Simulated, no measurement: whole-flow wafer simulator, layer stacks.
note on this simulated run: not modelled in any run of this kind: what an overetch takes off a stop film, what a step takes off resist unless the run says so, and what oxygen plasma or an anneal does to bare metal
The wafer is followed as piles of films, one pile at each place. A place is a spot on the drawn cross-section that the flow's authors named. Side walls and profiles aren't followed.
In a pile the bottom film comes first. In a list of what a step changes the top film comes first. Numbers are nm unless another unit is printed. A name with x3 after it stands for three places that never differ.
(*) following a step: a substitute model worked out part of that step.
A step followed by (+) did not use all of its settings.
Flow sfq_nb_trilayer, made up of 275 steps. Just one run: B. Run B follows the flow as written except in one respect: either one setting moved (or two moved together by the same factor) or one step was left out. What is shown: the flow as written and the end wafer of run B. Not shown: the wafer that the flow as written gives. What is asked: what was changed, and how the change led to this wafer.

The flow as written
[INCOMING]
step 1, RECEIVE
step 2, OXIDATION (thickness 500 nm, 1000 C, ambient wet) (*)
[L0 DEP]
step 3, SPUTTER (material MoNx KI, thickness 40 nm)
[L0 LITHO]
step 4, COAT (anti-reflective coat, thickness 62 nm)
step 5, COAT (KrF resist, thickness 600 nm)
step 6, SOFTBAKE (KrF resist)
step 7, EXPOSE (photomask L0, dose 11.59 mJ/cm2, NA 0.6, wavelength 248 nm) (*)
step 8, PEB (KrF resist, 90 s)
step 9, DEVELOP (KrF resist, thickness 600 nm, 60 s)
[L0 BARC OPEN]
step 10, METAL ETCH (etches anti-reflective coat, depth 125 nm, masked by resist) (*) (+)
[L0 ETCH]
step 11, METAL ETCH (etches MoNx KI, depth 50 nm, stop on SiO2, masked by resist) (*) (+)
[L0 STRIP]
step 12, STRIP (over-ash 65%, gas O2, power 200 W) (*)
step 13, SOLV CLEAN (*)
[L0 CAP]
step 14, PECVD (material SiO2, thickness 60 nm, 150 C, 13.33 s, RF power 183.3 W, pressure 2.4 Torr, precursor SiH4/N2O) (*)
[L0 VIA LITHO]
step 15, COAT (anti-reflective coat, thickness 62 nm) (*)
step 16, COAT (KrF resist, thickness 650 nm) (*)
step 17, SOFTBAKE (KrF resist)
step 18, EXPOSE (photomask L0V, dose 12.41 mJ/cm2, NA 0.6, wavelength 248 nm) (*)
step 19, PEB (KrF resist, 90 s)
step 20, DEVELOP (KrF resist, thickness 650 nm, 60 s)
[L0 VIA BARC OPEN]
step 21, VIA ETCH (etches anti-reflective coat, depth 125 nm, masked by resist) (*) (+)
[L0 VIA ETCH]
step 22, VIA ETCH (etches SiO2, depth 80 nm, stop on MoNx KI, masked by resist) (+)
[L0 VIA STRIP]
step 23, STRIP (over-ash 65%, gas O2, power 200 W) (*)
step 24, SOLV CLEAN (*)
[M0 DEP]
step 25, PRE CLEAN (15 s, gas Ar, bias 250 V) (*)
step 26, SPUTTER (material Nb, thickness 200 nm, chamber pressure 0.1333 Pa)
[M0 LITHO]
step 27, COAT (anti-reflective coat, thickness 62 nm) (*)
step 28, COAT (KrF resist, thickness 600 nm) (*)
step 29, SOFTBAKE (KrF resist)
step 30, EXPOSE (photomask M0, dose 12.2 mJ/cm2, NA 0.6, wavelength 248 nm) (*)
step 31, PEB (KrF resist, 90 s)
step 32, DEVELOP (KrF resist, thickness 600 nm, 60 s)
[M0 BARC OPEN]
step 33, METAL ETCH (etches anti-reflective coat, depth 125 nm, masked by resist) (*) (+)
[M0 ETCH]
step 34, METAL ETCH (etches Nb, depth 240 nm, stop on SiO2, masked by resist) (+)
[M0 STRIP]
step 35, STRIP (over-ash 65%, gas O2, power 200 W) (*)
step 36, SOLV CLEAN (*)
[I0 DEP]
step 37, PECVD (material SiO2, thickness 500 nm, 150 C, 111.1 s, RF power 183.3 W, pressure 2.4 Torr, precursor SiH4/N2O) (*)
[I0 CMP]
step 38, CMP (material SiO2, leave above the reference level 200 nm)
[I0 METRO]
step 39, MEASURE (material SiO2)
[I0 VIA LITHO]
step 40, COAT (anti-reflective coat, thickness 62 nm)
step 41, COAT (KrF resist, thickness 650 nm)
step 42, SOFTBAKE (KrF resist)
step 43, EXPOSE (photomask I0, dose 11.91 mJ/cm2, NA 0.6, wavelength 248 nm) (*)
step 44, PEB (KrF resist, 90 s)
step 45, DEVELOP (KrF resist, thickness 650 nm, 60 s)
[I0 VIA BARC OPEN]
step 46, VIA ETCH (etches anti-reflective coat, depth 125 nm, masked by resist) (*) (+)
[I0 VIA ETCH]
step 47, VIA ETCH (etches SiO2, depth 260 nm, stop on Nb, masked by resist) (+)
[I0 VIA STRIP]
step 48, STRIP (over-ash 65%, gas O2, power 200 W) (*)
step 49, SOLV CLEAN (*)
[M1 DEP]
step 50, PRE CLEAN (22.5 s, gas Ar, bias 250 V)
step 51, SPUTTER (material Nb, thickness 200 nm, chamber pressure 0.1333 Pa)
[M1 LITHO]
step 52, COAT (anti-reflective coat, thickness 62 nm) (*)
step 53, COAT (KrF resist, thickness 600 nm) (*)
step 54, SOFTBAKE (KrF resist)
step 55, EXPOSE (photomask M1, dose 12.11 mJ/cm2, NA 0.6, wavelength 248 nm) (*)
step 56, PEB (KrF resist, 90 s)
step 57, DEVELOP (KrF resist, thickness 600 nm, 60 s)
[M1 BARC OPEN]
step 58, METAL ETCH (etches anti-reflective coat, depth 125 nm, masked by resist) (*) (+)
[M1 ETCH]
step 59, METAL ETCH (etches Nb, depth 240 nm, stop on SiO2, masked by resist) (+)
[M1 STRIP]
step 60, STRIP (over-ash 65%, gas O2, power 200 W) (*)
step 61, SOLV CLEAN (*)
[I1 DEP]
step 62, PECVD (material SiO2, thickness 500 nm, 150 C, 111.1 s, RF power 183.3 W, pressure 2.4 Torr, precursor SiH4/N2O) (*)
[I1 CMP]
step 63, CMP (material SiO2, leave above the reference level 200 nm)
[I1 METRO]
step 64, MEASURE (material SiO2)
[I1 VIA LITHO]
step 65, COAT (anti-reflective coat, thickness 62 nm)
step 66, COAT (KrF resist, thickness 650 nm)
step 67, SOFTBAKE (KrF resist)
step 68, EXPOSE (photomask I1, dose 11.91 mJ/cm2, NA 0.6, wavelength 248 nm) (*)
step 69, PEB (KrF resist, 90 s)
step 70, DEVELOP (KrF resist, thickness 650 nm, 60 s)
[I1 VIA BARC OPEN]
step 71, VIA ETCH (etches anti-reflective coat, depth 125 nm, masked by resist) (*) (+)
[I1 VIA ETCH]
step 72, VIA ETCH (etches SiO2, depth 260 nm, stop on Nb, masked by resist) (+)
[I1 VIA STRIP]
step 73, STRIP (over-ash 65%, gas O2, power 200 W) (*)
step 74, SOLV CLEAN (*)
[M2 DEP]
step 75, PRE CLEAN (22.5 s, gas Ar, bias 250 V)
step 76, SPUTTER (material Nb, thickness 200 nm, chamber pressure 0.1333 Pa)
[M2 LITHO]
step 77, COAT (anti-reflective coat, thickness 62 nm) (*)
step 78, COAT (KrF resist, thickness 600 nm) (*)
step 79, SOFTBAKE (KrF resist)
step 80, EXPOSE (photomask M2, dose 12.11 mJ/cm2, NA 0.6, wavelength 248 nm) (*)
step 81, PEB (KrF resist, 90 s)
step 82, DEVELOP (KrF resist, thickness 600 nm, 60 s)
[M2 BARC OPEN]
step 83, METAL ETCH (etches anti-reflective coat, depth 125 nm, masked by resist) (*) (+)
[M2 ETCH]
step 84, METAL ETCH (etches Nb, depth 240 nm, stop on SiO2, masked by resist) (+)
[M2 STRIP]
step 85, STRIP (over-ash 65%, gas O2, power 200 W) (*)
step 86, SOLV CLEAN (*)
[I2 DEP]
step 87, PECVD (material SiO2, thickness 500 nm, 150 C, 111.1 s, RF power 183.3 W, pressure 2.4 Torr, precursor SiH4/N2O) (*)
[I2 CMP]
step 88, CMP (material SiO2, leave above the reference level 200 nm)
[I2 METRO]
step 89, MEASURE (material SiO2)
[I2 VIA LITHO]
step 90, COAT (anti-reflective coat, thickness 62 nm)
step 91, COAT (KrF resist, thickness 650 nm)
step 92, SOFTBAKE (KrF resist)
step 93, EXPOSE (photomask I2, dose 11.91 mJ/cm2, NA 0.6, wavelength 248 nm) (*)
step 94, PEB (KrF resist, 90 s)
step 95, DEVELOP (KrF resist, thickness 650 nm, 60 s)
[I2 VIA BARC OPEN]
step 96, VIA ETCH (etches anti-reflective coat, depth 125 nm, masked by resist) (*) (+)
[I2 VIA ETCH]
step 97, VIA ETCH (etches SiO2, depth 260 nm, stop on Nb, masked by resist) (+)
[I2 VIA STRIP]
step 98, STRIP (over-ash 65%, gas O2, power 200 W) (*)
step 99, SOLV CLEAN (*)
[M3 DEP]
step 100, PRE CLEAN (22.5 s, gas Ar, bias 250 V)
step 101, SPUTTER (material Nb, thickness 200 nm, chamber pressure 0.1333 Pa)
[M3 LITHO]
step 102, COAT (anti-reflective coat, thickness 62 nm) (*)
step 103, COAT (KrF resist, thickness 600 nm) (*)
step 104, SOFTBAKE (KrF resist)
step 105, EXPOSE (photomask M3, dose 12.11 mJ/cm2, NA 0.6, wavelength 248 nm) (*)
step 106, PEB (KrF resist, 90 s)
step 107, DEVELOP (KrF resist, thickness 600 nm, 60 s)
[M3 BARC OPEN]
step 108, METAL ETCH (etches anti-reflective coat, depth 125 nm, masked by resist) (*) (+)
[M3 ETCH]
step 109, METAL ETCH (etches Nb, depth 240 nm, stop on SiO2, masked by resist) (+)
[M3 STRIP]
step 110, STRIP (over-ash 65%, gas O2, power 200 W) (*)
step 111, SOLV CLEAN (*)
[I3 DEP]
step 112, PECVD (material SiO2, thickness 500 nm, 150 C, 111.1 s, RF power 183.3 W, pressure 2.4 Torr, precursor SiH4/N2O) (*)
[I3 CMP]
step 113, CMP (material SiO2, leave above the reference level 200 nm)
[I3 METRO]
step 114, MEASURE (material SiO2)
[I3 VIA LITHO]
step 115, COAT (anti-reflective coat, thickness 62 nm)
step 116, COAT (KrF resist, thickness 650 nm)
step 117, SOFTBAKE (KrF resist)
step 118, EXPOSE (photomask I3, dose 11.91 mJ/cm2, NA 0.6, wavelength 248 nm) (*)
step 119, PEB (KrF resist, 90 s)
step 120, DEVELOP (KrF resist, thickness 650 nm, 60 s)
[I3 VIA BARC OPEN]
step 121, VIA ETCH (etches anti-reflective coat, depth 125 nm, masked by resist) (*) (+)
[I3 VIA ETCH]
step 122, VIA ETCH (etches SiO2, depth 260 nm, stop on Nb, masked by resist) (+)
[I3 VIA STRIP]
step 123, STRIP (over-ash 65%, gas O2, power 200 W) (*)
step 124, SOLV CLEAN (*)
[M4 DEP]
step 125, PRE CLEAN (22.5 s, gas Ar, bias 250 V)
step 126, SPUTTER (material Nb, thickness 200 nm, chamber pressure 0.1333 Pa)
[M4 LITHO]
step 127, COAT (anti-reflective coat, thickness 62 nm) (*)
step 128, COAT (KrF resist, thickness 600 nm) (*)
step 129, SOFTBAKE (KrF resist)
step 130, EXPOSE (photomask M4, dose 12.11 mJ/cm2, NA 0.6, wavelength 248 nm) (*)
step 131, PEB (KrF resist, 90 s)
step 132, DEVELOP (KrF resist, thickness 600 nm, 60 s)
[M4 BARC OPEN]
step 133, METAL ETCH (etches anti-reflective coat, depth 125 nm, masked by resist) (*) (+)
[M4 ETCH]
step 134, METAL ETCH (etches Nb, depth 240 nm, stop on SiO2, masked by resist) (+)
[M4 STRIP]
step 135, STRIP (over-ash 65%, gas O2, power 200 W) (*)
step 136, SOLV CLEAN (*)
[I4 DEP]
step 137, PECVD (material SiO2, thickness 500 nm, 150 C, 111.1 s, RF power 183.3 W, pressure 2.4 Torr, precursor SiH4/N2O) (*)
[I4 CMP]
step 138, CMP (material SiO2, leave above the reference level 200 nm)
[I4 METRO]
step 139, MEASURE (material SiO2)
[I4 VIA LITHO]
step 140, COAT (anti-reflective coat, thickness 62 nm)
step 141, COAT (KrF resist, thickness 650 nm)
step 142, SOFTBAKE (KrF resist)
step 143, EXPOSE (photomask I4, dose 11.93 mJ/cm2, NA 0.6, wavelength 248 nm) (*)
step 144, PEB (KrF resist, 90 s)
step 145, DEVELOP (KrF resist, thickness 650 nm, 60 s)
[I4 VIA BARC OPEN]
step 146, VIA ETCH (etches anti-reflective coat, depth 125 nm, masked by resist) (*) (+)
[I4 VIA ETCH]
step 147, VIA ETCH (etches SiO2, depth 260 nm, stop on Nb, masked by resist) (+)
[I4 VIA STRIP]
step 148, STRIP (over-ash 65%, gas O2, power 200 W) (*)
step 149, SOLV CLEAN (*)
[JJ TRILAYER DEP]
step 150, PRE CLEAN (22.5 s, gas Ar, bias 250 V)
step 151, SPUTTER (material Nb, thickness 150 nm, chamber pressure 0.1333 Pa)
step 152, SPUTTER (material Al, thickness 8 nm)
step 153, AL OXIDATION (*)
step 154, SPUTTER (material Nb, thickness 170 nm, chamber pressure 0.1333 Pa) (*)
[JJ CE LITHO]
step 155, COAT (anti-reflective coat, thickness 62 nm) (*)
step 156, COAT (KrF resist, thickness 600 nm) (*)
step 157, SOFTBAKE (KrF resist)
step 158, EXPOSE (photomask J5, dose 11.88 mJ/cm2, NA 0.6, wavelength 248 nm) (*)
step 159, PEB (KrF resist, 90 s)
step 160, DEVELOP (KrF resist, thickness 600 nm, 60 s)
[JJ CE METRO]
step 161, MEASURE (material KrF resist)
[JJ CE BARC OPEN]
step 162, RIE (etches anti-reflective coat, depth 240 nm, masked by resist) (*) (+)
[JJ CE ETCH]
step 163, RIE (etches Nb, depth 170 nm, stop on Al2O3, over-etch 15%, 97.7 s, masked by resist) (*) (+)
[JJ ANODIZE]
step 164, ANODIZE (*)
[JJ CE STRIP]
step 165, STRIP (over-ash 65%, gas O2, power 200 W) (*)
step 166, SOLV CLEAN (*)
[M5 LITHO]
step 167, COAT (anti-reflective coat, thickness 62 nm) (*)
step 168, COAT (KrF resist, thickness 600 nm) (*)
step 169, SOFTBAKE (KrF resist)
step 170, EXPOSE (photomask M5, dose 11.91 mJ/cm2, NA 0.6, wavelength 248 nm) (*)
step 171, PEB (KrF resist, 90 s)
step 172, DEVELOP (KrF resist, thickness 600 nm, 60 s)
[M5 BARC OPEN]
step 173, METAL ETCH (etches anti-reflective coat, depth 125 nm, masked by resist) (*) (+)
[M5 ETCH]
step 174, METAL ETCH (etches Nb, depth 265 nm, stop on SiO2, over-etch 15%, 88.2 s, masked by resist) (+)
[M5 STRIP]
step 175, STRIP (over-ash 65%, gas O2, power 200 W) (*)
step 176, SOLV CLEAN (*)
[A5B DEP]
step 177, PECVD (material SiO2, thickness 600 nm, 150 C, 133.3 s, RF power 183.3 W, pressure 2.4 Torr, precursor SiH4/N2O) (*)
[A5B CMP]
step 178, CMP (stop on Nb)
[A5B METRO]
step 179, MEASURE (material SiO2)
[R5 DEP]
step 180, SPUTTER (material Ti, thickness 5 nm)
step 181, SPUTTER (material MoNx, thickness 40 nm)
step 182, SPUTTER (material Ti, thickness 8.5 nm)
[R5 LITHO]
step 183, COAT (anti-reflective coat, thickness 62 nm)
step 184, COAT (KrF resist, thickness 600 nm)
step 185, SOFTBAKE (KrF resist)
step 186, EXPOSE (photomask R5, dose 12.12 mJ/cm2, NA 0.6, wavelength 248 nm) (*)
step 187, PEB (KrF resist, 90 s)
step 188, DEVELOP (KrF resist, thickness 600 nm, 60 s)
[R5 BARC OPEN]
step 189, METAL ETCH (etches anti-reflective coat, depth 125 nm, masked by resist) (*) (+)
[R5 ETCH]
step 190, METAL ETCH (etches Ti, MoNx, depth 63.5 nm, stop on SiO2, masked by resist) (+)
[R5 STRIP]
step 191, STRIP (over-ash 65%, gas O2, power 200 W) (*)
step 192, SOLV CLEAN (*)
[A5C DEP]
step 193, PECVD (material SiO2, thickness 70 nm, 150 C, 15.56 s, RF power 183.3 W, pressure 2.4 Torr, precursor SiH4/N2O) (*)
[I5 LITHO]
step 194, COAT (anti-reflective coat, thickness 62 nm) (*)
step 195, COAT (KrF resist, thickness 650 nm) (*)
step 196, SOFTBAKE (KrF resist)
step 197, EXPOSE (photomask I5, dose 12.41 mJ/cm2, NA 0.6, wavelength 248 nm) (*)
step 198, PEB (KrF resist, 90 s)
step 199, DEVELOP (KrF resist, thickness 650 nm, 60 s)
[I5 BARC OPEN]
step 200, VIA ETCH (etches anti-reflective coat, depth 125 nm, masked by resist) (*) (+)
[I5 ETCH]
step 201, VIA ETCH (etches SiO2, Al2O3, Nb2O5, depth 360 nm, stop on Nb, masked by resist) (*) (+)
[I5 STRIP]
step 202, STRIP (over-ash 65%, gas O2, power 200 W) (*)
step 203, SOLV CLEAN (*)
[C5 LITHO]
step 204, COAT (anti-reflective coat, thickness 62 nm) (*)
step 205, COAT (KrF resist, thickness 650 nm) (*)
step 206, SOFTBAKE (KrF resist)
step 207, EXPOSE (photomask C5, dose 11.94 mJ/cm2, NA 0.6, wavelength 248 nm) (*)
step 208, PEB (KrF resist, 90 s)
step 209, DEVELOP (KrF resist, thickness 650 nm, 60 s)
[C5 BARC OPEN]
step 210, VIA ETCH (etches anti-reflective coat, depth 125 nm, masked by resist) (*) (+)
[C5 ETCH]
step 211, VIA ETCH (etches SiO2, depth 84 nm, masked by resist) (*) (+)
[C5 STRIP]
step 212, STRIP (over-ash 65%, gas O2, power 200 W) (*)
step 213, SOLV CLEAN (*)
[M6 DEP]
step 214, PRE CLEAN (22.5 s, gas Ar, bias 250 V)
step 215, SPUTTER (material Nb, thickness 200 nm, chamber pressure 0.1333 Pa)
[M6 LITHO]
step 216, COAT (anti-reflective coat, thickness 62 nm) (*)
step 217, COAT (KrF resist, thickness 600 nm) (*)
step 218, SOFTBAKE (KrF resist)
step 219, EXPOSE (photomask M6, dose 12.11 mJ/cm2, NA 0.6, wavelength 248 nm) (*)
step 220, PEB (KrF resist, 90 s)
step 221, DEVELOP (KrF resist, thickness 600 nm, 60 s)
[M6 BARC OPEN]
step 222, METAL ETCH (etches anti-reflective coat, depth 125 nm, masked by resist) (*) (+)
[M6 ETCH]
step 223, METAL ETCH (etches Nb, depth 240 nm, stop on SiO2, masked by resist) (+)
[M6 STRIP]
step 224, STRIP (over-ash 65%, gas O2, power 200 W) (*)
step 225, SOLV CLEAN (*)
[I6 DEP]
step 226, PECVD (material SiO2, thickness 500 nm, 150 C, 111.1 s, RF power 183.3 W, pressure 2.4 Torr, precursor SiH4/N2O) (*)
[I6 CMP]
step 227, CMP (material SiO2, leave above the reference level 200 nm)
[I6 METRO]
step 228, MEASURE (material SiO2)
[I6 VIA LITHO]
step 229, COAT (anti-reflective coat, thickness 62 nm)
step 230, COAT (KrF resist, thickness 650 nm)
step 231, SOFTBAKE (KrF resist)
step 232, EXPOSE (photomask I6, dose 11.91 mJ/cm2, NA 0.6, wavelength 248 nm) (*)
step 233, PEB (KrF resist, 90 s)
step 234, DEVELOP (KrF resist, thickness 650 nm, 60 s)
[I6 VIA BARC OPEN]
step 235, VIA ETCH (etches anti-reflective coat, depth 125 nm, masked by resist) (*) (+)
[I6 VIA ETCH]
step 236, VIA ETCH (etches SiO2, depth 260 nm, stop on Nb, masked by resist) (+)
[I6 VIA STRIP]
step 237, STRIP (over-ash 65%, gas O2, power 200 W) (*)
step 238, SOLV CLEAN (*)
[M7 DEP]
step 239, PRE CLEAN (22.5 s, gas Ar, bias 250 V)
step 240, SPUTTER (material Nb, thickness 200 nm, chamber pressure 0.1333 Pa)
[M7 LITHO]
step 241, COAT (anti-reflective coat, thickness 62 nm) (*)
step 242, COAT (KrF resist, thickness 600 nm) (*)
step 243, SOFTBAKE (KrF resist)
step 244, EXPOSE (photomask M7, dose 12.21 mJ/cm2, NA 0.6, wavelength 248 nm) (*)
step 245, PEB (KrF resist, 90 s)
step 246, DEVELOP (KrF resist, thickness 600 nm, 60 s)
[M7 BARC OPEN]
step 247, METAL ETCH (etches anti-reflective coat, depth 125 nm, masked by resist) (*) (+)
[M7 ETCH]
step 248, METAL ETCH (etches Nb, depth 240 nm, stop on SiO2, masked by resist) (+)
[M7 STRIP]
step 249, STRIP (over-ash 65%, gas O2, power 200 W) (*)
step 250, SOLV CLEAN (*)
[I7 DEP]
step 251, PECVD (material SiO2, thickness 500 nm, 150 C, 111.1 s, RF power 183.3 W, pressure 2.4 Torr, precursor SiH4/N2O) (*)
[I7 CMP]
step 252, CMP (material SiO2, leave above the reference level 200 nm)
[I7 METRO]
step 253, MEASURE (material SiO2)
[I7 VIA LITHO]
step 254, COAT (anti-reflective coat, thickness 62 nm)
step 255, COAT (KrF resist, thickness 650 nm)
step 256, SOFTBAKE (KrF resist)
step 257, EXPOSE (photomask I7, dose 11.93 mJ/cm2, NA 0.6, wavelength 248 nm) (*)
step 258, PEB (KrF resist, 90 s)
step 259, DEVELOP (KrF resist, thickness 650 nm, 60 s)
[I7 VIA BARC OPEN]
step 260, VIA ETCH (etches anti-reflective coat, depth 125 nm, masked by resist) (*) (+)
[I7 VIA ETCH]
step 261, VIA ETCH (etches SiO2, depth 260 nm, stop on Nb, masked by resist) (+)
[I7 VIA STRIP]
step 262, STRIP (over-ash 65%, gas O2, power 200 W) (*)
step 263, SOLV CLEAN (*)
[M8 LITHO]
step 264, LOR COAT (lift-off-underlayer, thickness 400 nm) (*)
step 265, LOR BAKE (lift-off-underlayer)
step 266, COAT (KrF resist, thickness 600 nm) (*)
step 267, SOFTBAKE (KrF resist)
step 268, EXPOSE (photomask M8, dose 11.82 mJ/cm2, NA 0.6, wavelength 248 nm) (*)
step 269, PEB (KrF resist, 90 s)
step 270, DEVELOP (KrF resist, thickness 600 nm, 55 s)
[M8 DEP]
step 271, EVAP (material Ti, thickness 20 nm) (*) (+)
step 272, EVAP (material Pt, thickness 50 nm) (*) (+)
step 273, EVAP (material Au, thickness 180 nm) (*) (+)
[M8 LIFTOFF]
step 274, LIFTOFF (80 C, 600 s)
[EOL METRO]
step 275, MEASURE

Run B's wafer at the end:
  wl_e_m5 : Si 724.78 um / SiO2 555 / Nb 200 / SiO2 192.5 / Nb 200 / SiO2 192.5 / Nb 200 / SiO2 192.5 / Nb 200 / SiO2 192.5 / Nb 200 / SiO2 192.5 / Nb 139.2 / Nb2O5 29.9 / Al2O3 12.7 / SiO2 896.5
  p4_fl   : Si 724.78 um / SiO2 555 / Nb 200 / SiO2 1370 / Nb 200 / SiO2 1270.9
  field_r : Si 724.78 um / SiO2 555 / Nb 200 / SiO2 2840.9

The reason: step 240, SPUTTER: thickness 95 nm was run, though the flow has thickness 200 nm.

The path from the change to this, step by step:
  step 240, SPUTTER (material Nb, thickness 200 nm, chamber pressure 0.1333 Pa)
      field_l, v_sur, via_wl and 102 more: +95 Nb (new film) (in the flow as written it would be: +200 Nb (new film))
      via_v: +76.4 Nb (in the flow as written it would be: +161.1 Nb)
  step 241, COAT (anti-reflective coat, thickness 62 nm) (*)
      via_v: +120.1 anti-reflective coat (new film) (in the flow as written it would be: +126 anti-reflective coat (new film))
  step 248, METAL ETCH (etches Nb, depth 240 nm, stop on SiO2, masked by resist) (+)
      field_l, field_r, lsp_l and 62 more: -95 Nb (all of it) (in the flow as written it would be: -200 Nb (all of it))
      v_sur, via_wl, via_w and 38 more: -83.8 KrF resist (in the flow as written it would be: -141.2 KrF resist)
  step 249, STRIP (over-ash 65%, gas O2, power 200 W) (*)
      wl_j_sl, wl_jj, wl_j_sr and 14 more: -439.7 KrF resist (all of it), -62 anti-reflective coat (all of it) (in the flow as written it would be: -382.4 KrF resist (all of it), -62 anti-reflective coat (all of it))
      ln_m5, lsp_m, ln_m6: -439.3 KrF resist (all of it), -61.8 anti-reflective coat (all of it) (in the flow as written it would be: -381.9 KrF resist (all of it), -61.8 anti-reflective coat (all of it))
      (also at 21 further places)
  step 251, PECVD (material SiO2, thickness 500 nm, 150 C, 111.1 s, RF power 183.3 W, pressure 2.4 Torr, precursor SiH4/N2O) (*)
      field_r, lsp_l: +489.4 SiO2 (in the flow as written it would be: +477.7 SiO2)
      m7r_space_l, m7r_space_r: +500 SiO2 (in the flow as written it would be: +557.1 SiO2)
      (also at 1 further place)
  step 252, CMP (material SiO2, leave above the reference level 200 nm)
      field_l, p4_fl, p4_fm and 56 more: -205 SiO2 (in the flow as written it would be: -100 SiO2)
      field_r, lsp_l: -194.4 SiO2 (in the flow as written it would be: -77.7 SiO2)
      (also at 5 further places)
